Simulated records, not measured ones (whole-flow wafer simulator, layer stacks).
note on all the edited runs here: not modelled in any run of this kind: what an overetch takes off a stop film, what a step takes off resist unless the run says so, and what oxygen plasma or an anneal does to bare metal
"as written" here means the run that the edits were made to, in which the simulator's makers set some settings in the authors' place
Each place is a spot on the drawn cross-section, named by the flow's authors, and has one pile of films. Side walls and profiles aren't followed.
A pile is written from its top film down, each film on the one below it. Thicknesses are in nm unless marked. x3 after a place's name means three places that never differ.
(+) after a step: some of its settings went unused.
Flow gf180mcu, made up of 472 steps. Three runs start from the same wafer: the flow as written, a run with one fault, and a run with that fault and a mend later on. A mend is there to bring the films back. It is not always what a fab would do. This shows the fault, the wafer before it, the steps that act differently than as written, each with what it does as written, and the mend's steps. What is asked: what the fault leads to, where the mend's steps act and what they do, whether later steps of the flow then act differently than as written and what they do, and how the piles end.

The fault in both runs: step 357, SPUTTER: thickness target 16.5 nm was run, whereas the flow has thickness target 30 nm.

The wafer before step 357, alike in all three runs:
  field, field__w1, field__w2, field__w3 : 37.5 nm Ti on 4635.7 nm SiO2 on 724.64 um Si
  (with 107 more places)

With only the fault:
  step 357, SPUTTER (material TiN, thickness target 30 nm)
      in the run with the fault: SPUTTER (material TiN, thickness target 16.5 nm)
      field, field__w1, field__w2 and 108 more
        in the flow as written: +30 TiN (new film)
        in the run with the fault: +16.5 TiN (new film)
  Later steps of the flow acting differently than as written:
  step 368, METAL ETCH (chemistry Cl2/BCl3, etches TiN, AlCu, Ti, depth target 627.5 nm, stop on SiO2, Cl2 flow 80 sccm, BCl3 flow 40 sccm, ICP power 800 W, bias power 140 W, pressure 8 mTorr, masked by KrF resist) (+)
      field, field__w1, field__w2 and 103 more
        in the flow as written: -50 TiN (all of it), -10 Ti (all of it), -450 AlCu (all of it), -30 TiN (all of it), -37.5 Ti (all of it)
        in the run with the fault: -50 TiN (all of it), -10 Ti (all of it), -450 AlCu (all of it), -16.5 TiN (all of it), -37.5 Ti (all of it)
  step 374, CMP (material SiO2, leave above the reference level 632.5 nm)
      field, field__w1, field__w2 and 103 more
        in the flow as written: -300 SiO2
        in the run with the fault: -313.5 SiO2
  By the end, the piles at field__w8, contact, m1, m1__w1, m1_nw depart from the flow's by more than 2% or 0.5 nm, whichever is larger.
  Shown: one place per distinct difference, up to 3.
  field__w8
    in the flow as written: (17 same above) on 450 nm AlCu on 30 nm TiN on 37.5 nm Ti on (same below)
    in the run with the fault: (17 same above) on 450 nm AlCu on 16.5 nm TiN on 37.5 nm Ti on (same below)
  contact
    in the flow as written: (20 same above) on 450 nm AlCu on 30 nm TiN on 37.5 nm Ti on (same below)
    in the run with the fault: (20 same above) on 450 nm AlCu on 16.5 nm TiN on 37.5 nm Ti on (same below)

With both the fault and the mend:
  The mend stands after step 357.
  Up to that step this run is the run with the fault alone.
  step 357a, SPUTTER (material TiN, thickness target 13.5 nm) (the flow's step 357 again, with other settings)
      field, field__w1, field__w2 and 108 more
        +13.5 TiN
  Every later step of the flow that is run acts as written at every place that is followed.
  By the end, the piles equal the flow's at every place that both follow.
